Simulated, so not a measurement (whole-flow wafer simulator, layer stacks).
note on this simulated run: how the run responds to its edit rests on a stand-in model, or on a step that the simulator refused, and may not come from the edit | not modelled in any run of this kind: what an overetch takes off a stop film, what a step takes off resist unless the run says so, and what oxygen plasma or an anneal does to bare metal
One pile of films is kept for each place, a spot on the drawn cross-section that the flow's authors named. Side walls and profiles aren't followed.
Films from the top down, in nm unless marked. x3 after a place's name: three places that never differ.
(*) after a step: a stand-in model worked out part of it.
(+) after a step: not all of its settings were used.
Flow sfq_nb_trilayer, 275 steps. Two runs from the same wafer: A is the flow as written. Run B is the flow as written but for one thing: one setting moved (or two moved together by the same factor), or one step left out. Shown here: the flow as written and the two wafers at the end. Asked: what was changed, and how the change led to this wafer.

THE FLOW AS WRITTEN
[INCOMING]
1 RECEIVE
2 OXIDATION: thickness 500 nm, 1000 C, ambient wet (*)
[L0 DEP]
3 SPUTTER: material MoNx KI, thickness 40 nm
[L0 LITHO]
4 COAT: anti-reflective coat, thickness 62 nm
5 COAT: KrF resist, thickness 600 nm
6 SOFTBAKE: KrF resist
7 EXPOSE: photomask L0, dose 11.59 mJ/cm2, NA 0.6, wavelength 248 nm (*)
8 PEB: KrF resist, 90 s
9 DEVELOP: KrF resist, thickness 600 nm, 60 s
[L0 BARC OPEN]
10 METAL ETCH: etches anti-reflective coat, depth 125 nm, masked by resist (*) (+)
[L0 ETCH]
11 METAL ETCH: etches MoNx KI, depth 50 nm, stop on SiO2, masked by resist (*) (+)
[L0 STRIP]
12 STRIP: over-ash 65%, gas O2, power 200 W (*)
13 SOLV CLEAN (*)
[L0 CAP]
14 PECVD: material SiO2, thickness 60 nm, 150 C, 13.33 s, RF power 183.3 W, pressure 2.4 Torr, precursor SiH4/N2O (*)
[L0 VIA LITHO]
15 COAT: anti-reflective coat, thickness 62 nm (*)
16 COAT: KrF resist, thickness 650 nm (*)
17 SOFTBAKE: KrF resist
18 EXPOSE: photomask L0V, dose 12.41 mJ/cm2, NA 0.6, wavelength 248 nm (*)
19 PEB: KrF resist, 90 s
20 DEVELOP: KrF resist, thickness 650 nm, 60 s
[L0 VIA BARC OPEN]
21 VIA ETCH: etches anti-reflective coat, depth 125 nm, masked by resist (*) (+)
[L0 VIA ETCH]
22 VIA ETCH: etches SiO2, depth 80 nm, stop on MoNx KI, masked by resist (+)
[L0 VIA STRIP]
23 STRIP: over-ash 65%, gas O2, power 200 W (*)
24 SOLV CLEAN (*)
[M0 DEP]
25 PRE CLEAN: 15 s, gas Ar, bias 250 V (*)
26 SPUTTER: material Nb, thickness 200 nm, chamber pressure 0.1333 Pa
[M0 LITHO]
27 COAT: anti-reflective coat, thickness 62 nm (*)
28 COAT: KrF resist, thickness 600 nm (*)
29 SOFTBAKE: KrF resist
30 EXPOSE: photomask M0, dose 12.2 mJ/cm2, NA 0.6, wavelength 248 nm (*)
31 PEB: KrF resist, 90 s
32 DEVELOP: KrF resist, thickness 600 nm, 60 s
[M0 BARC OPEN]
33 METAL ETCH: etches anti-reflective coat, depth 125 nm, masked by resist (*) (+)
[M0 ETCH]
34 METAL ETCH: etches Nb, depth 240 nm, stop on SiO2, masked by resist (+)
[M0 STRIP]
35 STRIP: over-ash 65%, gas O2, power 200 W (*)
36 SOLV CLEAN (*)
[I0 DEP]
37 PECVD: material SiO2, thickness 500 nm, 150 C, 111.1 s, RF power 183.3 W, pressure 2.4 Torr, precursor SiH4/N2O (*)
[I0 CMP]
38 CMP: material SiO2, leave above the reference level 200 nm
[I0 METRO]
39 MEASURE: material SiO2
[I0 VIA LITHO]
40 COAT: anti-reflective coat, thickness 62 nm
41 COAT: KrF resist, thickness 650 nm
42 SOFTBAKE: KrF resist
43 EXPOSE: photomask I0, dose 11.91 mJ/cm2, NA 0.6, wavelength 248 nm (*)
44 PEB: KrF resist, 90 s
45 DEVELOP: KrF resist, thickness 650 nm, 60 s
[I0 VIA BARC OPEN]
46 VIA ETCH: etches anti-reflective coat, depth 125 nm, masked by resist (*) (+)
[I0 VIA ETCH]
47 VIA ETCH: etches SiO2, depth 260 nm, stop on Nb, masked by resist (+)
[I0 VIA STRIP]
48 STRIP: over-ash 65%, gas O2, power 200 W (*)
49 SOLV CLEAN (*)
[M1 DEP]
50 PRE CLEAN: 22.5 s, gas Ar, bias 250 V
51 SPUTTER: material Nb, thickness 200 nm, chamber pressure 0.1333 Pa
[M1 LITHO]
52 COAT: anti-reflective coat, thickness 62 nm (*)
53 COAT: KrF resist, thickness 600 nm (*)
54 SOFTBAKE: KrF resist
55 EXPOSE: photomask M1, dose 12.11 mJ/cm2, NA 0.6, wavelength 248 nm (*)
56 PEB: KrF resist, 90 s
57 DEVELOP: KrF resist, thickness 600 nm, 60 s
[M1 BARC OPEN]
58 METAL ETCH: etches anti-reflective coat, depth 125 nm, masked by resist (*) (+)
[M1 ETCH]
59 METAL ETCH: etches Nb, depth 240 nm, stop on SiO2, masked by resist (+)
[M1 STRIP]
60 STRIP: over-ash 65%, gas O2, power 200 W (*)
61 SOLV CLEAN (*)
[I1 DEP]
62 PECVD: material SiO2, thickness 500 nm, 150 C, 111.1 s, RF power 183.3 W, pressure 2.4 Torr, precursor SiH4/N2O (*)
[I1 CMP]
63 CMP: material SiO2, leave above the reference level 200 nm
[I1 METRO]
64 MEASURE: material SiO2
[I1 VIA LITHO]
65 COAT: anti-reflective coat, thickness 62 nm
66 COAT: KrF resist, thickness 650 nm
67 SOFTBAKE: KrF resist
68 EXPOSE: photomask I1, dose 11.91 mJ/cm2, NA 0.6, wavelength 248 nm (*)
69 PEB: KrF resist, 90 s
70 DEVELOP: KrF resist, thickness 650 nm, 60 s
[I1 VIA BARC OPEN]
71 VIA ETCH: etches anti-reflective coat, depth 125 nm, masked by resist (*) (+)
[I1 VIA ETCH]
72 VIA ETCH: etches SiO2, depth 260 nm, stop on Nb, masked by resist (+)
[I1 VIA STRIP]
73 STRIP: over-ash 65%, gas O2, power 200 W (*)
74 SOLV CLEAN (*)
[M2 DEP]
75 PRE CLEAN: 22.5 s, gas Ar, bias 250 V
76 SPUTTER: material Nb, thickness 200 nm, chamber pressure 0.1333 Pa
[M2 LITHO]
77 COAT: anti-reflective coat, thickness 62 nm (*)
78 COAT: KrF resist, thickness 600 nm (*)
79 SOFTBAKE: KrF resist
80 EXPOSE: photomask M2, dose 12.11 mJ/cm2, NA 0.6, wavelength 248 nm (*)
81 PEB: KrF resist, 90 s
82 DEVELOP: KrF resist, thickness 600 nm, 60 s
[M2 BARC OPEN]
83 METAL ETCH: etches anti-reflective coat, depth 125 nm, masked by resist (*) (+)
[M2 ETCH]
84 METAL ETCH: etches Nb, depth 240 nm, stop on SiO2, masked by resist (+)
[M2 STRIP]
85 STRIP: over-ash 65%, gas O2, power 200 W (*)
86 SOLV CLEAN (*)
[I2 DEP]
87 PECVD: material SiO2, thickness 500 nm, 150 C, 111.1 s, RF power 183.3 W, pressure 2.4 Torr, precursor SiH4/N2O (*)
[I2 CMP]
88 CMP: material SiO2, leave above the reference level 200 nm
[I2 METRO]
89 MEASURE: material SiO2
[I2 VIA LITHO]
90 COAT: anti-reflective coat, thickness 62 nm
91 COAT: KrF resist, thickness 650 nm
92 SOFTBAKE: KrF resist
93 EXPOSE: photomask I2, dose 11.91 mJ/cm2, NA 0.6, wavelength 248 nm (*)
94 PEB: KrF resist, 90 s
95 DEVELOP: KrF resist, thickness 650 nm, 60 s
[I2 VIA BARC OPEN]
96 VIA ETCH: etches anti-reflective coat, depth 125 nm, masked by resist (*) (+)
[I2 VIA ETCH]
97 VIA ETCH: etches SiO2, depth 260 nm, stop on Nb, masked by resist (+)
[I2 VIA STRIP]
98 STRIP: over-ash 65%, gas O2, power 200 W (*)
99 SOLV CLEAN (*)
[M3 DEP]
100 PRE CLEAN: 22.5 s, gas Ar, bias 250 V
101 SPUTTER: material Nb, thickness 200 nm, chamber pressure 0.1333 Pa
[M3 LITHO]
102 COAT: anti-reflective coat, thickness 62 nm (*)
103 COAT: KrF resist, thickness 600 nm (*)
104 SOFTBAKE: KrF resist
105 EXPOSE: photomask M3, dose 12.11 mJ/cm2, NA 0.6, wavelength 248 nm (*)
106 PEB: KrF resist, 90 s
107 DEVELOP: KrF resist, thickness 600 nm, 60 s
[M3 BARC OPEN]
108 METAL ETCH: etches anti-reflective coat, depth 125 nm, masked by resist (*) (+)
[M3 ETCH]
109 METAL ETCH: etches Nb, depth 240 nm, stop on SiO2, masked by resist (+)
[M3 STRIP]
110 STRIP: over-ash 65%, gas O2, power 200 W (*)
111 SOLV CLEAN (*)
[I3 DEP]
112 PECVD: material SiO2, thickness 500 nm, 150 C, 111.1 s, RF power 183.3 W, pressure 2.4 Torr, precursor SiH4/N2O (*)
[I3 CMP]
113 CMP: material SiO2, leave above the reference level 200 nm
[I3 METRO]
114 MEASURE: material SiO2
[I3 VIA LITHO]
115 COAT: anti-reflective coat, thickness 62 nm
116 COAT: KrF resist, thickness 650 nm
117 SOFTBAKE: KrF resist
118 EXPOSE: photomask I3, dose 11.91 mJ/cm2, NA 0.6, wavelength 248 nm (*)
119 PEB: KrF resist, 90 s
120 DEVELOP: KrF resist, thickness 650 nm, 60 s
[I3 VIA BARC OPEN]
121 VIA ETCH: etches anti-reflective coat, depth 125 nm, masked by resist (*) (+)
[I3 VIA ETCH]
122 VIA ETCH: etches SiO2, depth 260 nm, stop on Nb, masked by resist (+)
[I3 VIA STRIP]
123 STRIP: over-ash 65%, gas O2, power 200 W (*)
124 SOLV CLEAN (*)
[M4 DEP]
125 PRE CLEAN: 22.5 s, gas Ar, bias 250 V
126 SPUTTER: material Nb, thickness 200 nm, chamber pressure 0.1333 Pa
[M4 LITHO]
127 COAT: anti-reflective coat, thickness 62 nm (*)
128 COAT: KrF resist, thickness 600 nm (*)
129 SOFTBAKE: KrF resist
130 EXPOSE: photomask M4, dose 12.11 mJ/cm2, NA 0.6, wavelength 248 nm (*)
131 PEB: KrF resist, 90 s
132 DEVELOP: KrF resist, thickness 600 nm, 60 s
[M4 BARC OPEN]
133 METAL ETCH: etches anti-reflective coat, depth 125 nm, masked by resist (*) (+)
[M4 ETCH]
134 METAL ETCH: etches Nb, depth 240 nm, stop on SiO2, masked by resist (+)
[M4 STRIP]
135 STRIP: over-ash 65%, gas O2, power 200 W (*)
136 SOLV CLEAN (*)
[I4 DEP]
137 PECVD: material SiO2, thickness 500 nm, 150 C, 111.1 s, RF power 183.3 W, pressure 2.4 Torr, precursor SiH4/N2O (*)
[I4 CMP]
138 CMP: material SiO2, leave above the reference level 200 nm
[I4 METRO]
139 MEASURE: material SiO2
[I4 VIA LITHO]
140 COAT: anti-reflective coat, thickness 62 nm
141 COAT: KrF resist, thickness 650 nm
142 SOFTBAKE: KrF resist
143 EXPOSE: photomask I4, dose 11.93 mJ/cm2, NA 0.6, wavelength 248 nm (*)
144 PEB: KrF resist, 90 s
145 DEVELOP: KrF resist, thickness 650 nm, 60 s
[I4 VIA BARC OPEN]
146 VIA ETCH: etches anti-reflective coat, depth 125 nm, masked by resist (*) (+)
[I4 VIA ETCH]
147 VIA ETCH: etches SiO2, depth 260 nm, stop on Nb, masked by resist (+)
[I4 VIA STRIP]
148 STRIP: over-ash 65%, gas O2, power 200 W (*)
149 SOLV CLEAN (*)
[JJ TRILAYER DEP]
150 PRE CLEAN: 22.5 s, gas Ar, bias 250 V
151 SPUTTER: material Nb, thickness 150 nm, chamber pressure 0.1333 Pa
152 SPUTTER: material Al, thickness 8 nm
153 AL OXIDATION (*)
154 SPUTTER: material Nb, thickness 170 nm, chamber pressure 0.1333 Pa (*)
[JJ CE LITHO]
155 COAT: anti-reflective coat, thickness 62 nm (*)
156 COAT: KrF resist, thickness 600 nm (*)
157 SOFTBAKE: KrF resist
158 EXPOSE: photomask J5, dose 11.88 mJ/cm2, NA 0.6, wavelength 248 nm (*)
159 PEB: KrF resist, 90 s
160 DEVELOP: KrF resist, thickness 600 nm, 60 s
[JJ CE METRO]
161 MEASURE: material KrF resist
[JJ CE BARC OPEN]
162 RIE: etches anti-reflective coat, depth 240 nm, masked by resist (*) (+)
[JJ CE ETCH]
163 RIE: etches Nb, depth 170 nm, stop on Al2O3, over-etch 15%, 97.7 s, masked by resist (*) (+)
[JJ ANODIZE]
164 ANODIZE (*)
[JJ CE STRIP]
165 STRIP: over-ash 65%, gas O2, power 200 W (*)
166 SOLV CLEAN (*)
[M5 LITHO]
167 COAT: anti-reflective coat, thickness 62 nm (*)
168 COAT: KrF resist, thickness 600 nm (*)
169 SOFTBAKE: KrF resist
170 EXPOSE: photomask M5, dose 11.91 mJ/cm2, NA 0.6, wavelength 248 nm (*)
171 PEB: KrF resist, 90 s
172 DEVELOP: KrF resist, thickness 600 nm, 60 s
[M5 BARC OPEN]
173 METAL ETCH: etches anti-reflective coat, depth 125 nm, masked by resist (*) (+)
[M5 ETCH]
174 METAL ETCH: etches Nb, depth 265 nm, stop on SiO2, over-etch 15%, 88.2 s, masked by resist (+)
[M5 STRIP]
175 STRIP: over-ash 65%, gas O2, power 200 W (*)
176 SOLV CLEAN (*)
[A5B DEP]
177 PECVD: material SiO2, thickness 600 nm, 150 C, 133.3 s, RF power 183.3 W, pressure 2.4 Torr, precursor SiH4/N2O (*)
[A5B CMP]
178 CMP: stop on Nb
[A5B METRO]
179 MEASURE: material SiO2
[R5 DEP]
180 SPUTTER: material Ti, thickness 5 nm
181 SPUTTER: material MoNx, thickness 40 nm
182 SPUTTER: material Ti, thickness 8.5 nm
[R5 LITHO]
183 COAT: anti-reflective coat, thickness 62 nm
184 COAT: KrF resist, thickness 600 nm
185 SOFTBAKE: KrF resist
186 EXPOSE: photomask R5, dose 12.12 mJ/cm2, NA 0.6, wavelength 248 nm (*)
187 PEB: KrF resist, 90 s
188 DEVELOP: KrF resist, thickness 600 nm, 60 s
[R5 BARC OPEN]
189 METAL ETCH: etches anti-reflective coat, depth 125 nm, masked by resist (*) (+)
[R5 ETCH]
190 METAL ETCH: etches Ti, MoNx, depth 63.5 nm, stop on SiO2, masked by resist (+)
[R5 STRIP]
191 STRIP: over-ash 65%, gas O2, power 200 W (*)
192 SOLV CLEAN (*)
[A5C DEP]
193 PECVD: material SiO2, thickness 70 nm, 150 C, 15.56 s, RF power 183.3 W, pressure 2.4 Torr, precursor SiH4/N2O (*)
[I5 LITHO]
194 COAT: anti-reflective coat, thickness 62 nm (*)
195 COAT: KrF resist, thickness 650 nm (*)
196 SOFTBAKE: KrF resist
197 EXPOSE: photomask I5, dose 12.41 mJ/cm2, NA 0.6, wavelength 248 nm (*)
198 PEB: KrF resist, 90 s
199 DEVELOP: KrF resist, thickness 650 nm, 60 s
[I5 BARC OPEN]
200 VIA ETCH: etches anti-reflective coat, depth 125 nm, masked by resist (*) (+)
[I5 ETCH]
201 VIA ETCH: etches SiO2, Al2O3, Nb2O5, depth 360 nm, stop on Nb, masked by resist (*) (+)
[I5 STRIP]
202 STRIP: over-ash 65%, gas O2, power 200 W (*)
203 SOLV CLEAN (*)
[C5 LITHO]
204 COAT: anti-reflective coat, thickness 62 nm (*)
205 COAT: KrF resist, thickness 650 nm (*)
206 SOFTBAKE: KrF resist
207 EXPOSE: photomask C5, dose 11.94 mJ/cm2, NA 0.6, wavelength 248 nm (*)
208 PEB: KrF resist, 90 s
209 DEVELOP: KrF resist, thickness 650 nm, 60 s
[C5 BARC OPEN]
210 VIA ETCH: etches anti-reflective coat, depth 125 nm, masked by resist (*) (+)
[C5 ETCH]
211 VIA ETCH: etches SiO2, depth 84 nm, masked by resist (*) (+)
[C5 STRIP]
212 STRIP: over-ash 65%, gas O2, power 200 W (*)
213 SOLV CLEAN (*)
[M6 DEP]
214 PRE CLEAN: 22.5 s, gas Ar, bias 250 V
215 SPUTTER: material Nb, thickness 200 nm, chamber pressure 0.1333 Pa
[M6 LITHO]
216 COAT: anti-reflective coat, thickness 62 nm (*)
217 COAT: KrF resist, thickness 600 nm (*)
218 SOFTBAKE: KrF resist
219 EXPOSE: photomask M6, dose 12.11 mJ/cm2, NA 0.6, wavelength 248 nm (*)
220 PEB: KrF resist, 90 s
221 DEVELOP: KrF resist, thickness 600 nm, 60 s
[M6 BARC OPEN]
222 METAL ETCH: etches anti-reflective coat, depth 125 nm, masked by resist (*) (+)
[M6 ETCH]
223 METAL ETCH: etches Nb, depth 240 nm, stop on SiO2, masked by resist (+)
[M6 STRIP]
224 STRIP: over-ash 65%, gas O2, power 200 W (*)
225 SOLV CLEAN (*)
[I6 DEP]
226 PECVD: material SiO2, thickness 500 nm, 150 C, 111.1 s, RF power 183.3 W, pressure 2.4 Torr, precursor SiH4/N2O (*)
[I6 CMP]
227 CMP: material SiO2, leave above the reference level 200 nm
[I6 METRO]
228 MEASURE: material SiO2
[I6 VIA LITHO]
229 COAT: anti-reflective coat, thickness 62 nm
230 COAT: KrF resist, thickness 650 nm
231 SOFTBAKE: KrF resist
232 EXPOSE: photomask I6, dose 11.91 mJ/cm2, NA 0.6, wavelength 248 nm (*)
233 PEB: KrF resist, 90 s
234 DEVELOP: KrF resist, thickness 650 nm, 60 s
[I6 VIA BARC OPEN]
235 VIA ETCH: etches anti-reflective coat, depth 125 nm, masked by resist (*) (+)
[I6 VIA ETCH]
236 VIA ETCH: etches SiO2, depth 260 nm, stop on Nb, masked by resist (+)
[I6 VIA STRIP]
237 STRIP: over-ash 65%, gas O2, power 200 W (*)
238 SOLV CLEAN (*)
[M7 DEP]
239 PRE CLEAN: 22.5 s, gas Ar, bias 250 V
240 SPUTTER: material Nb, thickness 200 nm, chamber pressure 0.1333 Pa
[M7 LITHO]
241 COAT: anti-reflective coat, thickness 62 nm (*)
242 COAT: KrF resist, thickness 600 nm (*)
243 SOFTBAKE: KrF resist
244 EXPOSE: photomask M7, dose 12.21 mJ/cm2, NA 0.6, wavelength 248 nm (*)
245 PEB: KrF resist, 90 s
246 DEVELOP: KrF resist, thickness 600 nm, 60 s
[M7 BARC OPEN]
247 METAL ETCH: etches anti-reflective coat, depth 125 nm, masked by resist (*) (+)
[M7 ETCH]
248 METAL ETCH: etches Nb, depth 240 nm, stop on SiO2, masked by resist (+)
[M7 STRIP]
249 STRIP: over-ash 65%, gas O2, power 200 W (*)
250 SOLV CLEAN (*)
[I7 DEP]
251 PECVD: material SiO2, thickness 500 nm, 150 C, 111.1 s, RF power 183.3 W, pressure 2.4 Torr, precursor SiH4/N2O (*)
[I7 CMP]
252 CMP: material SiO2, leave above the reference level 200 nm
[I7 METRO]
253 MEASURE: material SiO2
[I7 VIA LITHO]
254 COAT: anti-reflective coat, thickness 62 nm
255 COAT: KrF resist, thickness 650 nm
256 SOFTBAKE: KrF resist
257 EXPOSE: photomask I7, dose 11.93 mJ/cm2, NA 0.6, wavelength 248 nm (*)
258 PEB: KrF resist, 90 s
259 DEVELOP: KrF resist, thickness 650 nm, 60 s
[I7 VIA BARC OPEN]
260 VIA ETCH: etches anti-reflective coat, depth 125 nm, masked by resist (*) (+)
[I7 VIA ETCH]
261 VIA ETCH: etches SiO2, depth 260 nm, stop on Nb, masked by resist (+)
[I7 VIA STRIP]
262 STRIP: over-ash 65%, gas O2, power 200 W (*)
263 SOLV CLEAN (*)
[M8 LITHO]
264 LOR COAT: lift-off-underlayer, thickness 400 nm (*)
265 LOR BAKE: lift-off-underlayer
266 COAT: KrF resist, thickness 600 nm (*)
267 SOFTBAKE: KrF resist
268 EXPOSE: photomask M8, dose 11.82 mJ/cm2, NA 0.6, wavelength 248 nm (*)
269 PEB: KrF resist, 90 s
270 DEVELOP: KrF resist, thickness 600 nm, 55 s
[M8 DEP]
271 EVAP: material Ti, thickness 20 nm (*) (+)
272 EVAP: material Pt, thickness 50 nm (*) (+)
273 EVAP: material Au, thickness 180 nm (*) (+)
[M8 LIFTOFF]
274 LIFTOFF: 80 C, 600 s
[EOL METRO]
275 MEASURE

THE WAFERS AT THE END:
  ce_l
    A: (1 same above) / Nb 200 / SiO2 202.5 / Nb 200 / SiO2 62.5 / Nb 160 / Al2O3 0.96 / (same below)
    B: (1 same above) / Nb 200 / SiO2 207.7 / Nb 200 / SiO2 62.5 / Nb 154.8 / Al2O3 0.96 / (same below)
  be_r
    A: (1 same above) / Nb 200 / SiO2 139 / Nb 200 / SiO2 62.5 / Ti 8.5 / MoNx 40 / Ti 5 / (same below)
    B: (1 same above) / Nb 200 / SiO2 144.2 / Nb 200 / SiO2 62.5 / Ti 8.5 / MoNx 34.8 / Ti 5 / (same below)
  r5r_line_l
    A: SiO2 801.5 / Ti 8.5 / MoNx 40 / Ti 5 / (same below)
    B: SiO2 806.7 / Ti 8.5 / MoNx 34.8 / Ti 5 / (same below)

The cause: step 181, SPUTTER: thickness 34.8 nm was run, where the flow has thickness 40 nm.
It can be read off the wafer: be_r has MoNx 34.8, and step 181 as written asks for 40 nm.

How the change led to this, step by step:
  181 SPUTTER: material MoNx, thickness 40 nm
      field_l, v_sur, via_wl and 103 more: A MoNx +40 (new film) | B MoNx +34.8 (new film)
  190 METAL ETCH: etches Ti, MoNx, depth 63.5 nm, stop on SiO2, masked by resist (+)
      field_l, v_sur, via_wl and 92 more: A Ti -8.5 (all of it), MoNx -40 (all of it), Ti -5 (all of it) | B Ti -8.5 (all of it), MoNx -34.8 (all of it), Ti -5 (all of it)
      ce_l, c5j, ce_r, wl_jj: A Ti -8.5 (all of it), MoNx -40 (all of it), Ti -5 (all of it), Nb -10 | B Ti -8.5 (all of it), MoNx -34.8 (all of it), Ti -5 (all of it), Nb -15.2
  194 COAT: anti-reflective coat, thickness 62 nm (*)
      r5r_spacepad_l, r5r_spacepad_r: A anti-reflective coat +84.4 (new film) | B anti-reflective coat +82.1 (new film)
      ce_l: A anti-reflective coat +67.2 (new film) | B anti-reflective coat +69.5 (new film)
      (and at 5 more places)
  202 STRIP: over-ash 65%, gas O2, power 200 W (*)
      r5r_spacepad_l, r5r_spacepad_r: A KrF resist -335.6 (all of it), anti-reflective coat -84.4 (all of it) | B KrF resist -335.4 (all of it), anti-reflective coat -82.1 (all of it)
      ce_l: A KrF resist -341.5 (all of it), anti-reflective coat -67.2 (all of it) | B KrF resist -342.9 (all of it), anti-reflective coat -69.5 (all of it)
      (and at 5 more places)
  204 COAT: anti-reflective coat, thickness 62 nm (*)
      r5r_spacepad_l, r5r_spacepad_r: A anti-reflective coat +84.4 (new film) | B anti-reflective coat +82.1 (new film)
      ce_l: A anti-reflective coat +66 (new film) | B anti-reflective coat +68.3 (new film)
      (and at 4 more places)
  210 VIA ETCH: etches anti-reflective coat, depth 125 nm, masked by resist (*) (+)
      c5j: A anti-reflective coat -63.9 (all of it), SiO2 -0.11 | B anti-reflective coat -65.3 (all of it), SiO2 -0.1
  212 STRIP: over-ash 65%, gas O2, power 200 W (*)
      r5r_spacepad_l, r5r_spacepad_r: A KrF resist -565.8 (all of it), anti-reflective coat -84.4 (all of it) | B KrF resist -565.2 (all of it), anti-reflective coat -82.1 (all of it)
      ce_l: A KrF resist -567.4 (all of it), anti-reflective coat -66 (all of it) | B KrF resist -568.4 (all of it), anti-reflective coat -68.3 (all of it)
      (and at 3 more places)
  216 COAT: anti-reflective coat, thickness 62 nm (*)
      r5r_spacepad_l, r5r_spacepad_r: A anti-reflective coat +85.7 (new film) | B anti-reflective coat +83.2 (new film)
      ce_l: A anti-reflective coat +48 (new film) | B anti-reflective coat +49.7 (new film)
      (and at 4 more places)
  222 METAL ETCH: etches anti-reflective coat, depth 125 nm, masked by resist (*) (+)
      r5r_spacepad_l, r5r_spacepad_r: A anti-reflective coat -85.7 (all of it) | B anti-reflective coat -83.2 (all of it)
  224 STRIP: over-ash 65%, gas O2, power 200 W (*)
      ce_l: A KrF resist -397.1 (all of it), anti-reflective coat -48 (all of it) | B KrF resist -399 (all of it), anti-reflective coat -49.7 (all of it)
      ce_r: A KrF resist -403.5 (all of it), anti-reflective coat -48.8 (all of it) | B KrF resist -404.8 (all of it), anti-reflective coat -50.5 (all of it)
      (and at 3 more places)
  227 CMP: material SiO2, leave above the reference level 200 nm
      r5r_line_l, r5r_line_c, r5r_line_r: A SiO2 -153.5 | B SiO2 -148.3
      r5r_spacepad_l, r5r_spacepad_r: A SiO2 -153.5 | B SiO2 -145.8
      (and at 1 more place)
